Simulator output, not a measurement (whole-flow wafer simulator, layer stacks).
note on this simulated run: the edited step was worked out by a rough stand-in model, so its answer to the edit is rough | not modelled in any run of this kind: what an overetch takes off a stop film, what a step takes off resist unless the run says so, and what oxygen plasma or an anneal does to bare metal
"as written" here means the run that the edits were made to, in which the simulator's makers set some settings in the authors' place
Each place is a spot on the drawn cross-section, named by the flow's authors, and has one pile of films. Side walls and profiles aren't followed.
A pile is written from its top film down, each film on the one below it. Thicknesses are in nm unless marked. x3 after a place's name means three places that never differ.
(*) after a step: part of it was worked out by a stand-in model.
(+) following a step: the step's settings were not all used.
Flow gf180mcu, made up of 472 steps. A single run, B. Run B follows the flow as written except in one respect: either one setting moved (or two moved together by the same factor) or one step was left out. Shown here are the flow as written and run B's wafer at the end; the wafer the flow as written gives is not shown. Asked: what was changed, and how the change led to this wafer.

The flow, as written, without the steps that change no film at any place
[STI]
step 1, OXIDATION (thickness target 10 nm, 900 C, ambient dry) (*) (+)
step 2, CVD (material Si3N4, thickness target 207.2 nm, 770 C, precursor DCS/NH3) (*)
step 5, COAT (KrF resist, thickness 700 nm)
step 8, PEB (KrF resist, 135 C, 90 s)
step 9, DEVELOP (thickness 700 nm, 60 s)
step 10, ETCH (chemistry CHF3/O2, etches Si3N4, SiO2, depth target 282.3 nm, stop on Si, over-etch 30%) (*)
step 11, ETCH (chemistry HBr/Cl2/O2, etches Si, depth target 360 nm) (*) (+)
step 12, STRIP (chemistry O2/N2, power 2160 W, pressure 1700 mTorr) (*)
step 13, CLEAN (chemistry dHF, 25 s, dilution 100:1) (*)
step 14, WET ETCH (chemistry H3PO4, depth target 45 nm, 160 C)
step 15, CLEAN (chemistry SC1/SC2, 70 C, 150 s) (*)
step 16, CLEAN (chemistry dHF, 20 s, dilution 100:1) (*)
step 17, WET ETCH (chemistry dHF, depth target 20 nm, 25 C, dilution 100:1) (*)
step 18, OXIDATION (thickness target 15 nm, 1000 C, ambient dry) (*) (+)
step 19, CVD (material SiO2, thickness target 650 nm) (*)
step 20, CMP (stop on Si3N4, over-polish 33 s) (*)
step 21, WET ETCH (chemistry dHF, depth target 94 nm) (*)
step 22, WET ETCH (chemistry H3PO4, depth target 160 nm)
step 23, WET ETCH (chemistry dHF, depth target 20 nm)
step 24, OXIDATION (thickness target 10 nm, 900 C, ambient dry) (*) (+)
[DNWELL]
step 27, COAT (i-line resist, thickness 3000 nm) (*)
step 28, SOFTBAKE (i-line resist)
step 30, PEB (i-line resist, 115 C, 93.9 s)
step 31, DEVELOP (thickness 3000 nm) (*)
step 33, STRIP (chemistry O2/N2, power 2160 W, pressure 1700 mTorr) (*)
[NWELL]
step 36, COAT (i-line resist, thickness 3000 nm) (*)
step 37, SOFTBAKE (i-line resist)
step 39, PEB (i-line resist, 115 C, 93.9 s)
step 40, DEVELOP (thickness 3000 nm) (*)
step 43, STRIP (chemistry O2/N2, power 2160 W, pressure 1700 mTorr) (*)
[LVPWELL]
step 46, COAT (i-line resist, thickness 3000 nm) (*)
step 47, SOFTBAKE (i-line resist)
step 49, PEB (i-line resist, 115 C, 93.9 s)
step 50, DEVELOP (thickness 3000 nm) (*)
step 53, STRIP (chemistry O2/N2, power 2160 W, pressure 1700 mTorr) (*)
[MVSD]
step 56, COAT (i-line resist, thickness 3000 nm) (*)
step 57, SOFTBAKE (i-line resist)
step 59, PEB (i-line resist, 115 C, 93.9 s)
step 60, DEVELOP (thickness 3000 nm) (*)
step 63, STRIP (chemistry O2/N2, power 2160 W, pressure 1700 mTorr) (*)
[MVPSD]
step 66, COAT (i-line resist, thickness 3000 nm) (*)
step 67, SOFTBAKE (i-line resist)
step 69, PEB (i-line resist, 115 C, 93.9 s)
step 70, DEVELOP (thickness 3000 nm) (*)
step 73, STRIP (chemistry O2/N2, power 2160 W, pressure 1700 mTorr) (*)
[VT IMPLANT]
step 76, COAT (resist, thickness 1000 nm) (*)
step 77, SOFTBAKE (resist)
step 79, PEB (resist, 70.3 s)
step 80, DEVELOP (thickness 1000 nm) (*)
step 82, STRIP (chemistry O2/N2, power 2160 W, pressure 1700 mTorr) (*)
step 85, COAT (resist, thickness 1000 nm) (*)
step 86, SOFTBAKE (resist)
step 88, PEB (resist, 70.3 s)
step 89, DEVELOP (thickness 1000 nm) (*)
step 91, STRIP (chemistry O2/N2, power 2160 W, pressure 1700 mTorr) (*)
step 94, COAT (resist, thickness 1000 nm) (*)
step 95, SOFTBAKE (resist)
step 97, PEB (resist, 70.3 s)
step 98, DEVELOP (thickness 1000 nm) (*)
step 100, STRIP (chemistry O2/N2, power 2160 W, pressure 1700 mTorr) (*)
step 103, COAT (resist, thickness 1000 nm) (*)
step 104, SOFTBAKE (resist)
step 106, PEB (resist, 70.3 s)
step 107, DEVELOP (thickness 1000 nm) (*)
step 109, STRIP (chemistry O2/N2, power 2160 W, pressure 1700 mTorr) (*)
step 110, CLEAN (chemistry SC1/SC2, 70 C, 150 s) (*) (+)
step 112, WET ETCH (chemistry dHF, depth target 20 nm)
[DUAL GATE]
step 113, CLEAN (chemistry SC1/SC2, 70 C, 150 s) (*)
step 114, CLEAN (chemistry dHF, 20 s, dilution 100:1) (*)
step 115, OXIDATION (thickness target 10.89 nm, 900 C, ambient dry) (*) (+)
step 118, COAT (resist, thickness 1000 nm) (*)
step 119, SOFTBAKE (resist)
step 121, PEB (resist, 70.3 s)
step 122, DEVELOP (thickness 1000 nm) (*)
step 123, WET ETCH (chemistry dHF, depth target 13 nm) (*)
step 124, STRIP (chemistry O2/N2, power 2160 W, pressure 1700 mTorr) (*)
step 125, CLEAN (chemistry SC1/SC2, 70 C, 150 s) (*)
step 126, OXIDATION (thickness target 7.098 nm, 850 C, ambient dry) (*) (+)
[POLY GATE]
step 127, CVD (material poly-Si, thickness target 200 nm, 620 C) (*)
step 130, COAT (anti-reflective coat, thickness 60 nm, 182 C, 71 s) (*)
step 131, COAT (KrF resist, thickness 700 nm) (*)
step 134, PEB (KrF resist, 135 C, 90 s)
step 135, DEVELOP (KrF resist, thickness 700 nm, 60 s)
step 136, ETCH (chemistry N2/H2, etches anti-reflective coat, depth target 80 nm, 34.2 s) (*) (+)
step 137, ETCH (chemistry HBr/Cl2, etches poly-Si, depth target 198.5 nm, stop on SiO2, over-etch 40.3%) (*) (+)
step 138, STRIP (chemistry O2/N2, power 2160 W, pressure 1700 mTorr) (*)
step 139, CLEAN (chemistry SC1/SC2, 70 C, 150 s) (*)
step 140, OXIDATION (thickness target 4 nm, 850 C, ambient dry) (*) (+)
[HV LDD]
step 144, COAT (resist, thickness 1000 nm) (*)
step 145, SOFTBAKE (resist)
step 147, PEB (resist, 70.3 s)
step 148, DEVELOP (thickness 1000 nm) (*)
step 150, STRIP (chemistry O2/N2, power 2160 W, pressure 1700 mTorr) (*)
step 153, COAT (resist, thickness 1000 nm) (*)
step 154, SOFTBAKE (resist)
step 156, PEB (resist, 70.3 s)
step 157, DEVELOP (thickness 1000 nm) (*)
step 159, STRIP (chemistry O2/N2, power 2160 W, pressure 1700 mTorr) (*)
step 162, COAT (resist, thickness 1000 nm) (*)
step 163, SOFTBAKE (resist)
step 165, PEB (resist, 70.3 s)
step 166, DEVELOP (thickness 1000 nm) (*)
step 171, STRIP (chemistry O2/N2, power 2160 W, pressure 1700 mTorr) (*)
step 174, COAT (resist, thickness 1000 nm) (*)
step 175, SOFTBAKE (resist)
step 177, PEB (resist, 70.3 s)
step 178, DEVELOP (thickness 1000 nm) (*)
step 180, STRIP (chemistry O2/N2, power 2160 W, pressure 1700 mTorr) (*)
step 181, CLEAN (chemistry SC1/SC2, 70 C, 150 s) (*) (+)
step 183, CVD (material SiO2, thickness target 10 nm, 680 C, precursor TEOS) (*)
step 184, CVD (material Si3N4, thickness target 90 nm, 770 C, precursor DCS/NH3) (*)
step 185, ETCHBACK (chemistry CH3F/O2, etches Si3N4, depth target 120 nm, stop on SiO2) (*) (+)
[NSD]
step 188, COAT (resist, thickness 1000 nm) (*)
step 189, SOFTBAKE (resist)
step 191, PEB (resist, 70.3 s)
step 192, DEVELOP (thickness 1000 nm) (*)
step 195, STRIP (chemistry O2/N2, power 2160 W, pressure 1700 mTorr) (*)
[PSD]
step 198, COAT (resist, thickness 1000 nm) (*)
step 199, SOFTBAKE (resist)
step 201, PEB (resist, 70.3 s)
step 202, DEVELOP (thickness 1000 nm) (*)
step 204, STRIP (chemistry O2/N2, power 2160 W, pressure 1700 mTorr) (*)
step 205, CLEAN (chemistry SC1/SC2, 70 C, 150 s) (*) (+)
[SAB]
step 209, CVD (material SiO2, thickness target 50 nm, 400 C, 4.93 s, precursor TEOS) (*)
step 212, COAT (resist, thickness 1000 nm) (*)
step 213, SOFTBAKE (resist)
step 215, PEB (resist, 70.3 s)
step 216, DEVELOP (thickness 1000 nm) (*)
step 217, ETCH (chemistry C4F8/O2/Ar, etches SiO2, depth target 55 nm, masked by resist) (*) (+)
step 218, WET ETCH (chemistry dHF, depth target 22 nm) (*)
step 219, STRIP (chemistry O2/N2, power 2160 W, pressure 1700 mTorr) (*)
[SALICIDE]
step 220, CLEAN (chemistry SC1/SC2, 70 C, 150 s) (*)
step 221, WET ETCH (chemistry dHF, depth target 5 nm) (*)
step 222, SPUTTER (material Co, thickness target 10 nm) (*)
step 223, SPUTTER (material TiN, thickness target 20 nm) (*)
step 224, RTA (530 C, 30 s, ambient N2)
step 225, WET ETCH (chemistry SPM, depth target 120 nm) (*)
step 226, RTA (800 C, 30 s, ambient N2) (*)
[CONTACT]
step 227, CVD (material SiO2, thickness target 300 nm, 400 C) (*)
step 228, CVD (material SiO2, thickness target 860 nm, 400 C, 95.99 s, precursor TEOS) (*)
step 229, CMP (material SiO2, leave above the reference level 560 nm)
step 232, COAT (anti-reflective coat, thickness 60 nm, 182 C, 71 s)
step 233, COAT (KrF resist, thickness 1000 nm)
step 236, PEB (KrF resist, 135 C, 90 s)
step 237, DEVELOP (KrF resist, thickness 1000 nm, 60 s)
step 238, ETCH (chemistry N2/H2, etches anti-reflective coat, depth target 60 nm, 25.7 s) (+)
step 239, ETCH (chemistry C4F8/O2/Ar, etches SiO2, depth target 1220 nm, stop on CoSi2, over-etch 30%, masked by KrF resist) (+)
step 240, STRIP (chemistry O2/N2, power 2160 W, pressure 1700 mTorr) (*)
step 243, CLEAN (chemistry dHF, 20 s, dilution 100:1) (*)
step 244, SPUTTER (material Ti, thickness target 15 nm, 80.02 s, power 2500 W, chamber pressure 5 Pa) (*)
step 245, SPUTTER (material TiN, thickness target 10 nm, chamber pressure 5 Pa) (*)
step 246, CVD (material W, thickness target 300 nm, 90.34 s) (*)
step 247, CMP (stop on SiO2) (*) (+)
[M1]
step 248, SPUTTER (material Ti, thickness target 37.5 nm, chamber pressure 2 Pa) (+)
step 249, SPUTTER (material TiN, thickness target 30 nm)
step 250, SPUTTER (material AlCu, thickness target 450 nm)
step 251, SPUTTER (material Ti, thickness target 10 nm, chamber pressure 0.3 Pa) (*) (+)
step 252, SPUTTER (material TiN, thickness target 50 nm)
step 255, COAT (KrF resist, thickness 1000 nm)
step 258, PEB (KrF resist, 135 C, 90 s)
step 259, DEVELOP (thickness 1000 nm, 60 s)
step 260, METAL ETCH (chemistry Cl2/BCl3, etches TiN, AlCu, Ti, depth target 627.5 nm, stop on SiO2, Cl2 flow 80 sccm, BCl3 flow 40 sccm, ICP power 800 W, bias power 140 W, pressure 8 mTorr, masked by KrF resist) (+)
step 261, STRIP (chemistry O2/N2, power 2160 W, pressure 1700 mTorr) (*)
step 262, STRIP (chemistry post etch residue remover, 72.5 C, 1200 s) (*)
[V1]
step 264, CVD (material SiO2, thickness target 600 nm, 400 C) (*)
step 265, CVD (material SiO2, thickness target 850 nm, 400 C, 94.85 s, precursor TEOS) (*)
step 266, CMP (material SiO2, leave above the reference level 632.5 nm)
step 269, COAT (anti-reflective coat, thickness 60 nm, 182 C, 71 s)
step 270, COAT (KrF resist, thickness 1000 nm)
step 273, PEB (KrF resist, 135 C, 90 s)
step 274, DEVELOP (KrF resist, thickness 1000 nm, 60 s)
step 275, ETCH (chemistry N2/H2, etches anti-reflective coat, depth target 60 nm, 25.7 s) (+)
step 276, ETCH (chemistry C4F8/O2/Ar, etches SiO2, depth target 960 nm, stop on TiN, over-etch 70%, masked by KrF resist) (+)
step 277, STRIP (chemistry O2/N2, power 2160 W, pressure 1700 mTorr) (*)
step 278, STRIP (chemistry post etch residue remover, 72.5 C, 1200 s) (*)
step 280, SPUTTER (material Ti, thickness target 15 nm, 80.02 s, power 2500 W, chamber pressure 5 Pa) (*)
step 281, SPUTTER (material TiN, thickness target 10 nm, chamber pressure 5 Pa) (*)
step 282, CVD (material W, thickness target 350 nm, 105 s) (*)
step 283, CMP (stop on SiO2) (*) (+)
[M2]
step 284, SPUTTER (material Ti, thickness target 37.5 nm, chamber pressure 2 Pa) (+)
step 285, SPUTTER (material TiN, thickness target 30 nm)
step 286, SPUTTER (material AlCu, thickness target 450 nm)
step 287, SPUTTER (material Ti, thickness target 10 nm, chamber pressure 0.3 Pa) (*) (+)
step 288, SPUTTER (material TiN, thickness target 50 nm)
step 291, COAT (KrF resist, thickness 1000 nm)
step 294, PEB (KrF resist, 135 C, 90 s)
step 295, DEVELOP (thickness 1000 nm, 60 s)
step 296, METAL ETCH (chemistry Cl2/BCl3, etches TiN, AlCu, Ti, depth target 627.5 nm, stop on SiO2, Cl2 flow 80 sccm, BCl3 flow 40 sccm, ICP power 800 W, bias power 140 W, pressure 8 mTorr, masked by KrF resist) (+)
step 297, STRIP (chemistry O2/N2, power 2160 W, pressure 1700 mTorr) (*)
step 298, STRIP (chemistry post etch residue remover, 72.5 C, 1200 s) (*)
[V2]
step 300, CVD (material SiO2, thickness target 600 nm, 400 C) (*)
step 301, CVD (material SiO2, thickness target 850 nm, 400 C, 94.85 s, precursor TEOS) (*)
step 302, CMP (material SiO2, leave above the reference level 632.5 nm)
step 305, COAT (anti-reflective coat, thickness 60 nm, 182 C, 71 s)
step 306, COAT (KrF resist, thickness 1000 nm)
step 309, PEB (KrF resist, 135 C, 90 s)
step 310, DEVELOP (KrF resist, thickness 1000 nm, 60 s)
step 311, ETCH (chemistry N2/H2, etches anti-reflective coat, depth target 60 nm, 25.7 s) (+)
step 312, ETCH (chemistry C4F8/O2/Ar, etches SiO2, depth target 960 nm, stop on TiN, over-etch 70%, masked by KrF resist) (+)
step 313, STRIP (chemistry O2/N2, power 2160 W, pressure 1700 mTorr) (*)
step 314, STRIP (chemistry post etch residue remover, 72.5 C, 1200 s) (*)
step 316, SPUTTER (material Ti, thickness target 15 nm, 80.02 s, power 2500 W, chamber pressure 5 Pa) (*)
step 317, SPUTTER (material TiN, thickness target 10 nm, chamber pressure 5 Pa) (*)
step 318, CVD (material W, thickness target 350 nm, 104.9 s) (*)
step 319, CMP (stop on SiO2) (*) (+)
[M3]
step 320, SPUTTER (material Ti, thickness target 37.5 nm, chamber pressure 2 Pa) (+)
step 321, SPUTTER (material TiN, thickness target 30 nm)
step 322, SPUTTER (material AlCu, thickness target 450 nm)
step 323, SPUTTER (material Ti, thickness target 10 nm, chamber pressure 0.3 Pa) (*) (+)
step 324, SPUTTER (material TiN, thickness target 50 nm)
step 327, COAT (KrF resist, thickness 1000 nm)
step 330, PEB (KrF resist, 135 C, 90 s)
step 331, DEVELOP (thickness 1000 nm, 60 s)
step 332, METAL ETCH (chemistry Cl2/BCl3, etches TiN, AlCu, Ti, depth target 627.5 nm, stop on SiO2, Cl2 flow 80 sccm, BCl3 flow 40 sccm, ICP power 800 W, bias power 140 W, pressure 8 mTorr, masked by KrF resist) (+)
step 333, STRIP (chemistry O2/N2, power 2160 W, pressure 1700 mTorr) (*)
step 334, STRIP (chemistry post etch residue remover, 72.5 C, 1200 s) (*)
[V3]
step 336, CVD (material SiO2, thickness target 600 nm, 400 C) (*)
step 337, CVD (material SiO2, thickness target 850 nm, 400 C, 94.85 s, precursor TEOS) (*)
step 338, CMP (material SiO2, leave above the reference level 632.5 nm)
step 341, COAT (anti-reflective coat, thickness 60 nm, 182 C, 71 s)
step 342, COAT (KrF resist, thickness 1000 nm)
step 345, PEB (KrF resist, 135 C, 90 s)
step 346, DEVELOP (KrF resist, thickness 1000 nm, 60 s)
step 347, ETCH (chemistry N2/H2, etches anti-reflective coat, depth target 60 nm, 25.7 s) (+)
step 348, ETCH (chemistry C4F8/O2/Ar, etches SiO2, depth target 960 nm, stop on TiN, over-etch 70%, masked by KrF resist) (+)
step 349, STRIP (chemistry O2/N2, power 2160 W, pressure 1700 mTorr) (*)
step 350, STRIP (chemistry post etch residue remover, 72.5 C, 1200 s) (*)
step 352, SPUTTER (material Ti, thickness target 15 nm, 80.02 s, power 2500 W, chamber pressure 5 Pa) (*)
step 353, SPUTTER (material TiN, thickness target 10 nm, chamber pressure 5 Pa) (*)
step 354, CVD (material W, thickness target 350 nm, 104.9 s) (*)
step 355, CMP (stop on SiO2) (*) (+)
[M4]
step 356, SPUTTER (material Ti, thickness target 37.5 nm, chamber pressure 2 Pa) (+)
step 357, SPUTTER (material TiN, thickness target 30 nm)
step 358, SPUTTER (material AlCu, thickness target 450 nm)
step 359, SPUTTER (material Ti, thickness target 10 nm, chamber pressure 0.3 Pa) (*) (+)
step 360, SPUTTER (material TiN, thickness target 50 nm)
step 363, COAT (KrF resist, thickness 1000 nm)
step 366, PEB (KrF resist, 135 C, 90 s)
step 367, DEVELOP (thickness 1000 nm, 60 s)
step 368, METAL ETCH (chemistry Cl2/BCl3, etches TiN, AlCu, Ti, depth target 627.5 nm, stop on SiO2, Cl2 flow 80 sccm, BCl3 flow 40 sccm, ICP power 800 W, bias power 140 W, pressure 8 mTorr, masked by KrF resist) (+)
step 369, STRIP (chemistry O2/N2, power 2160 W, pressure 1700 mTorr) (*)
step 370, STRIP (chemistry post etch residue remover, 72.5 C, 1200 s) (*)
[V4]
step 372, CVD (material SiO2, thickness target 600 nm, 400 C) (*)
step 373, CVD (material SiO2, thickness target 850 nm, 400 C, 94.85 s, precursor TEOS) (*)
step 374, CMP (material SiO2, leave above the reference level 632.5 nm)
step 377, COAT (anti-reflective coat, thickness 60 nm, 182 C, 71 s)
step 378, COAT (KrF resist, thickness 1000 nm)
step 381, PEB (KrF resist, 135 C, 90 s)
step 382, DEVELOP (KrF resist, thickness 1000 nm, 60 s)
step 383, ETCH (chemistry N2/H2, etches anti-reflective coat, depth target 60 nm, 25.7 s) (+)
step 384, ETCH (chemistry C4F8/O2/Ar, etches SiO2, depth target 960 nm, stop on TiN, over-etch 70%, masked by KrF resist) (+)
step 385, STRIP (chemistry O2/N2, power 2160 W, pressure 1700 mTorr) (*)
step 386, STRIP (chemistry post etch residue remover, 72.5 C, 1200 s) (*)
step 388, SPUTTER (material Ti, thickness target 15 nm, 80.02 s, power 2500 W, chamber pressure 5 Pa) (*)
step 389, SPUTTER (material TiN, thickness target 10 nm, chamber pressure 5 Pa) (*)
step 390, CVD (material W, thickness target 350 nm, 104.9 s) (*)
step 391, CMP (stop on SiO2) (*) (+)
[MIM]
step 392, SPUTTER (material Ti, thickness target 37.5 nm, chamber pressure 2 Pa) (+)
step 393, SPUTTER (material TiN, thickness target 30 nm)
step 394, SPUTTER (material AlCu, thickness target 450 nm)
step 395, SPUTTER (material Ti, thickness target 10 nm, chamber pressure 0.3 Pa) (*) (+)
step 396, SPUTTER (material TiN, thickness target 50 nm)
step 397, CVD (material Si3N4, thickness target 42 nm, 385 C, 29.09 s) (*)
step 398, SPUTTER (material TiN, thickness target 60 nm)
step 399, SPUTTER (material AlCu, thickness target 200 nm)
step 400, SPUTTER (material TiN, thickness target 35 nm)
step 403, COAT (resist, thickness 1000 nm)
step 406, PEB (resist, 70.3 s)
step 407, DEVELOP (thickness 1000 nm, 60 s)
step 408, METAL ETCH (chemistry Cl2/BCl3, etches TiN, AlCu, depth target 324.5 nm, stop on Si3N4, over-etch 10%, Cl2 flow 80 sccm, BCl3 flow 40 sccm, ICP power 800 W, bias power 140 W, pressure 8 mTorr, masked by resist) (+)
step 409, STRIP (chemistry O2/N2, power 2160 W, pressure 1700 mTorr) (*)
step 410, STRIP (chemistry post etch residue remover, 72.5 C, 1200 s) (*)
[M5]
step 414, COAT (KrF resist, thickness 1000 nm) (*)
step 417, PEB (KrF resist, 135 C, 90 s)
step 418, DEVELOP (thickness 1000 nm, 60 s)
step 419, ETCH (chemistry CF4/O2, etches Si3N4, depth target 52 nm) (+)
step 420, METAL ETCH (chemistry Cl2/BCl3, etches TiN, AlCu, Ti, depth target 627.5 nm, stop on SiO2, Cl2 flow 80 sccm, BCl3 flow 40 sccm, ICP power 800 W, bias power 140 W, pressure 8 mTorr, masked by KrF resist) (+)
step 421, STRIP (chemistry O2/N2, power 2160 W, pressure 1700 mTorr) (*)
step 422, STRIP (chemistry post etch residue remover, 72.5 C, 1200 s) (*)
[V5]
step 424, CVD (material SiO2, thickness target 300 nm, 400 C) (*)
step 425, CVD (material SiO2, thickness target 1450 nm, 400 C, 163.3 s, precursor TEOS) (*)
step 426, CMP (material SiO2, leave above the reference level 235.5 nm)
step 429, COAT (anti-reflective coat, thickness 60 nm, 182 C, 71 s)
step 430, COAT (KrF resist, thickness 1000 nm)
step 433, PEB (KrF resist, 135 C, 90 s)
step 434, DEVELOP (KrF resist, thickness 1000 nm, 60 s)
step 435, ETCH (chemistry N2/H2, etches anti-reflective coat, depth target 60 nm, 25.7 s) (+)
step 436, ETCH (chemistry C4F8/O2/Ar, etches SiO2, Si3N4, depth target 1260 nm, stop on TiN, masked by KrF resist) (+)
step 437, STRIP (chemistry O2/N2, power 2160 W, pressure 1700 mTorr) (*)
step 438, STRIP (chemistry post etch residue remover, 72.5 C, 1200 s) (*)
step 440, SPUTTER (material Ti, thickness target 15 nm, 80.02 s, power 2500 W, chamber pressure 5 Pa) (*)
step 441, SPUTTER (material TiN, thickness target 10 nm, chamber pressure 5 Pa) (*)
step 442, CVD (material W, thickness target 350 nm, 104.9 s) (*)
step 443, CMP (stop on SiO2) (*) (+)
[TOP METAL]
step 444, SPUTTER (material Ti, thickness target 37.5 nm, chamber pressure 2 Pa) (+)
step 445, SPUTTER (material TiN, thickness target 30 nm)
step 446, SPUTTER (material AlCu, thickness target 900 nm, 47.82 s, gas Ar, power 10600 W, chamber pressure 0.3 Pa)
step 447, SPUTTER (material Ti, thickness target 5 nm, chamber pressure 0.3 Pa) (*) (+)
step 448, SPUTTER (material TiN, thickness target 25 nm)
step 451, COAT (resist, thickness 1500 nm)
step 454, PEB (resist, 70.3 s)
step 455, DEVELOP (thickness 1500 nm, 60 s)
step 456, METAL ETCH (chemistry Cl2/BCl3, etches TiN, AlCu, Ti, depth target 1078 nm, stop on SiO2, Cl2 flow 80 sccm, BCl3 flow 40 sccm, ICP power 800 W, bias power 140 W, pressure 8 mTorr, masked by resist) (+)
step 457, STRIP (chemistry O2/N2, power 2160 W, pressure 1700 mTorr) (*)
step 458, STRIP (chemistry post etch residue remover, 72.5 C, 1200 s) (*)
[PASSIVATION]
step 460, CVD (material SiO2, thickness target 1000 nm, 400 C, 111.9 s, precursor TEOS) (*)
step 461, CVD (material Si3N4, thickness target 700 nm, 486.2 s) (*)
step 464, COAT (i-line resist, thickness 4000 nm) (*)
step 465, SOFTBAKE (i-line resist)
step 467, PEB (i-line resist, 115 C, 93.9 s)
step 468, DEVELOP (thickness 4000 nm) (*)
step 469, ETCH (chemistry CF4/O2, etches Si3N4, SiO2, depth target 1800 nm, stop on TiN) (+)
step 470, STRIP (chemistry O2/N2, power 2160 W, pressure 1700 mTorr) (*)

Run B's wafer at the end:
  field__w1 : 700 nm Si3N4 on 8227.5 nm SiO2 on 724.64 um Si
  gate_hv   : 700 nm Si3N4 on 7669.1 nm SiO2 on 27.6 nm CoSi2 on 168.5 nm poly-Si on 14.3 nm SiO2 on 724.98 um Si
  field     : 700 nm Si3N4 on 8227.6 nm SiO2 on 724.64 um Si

What caused this: step 222, SPUTTER: thickness target 7.9 nm was run, while the flow as written has thickness target 10 nm.

Step by step, how the change led to this:
  step 222, SPUTTER (material Co, thickness target 10 nm) (*)
      field, field__w7, field__w8 and 71 more: +7.9 Co (new film) (as written it would have been: +10 Co (new film))
      field__w6, field_sub, field_sub__w2: +7.86 Co (new film) (as written it would have been: +9.95 Co (new film))
      (also at 34 further places)
  step 224, RTA (530 C, 30 s, ambient N2)
      gate, gate_hv, gate_p and 22 more: under 1 film: +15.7 CoSi (new film), -7.9 Co (all of it), -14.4 poly-Si (as written it would have been: under 1 film: +19.9 CoSi (new film), -10 Co (all of it), -18.2 poly-Si)
      active, p_well, sd_n and 11 more: under 1 film: +15.7 CoSi (new film), -7.9 Co (all of it), -14.3 Si (as written it would have been: under 1 film: +19.9 CoSi (new film), -10 Co (all of it), -18.1 Si)
      (also at 10 further places)
  step 225, WET ETCH (chemistry SPM, depth target 120 nm) (*)
      field, field__w7, field__w8 and 32 more: -20 TiN (all of it), -7.9 Co (all of it) (as written it would have been: -20 TiN (all of it), -10 Co (all of it))
      field_sub, field_sub__w2: -19.9 TiN (all of it), -7.86 Co (all of it) (as written it would have been: -19.9 TiN (all of it), -9.95 Co (all of it))
      (also at 25 further places)
  step 226, RTA (800 C, 30 s, ambient N2) (*)
      gate, gate_hv, gate_p and 22 more: +27.6 CoSi2 (new film), -15.7 CoSi (all of it), -14.4 poly-Si (as written it would have been: +35 CoSi2 (new film), -19.9 CoSi (all of it), -18.2 poly-Si)
      active, p_well, sd_n and 11 more: +27.6 CoSi2 (new film), -15.7 CoSi (all of it), -14.3 Si (as written it would have been: +35 CoSi2 (new film), -19.9 CoSi (all of it), -18.1 Si)
      (also at 10 further places)
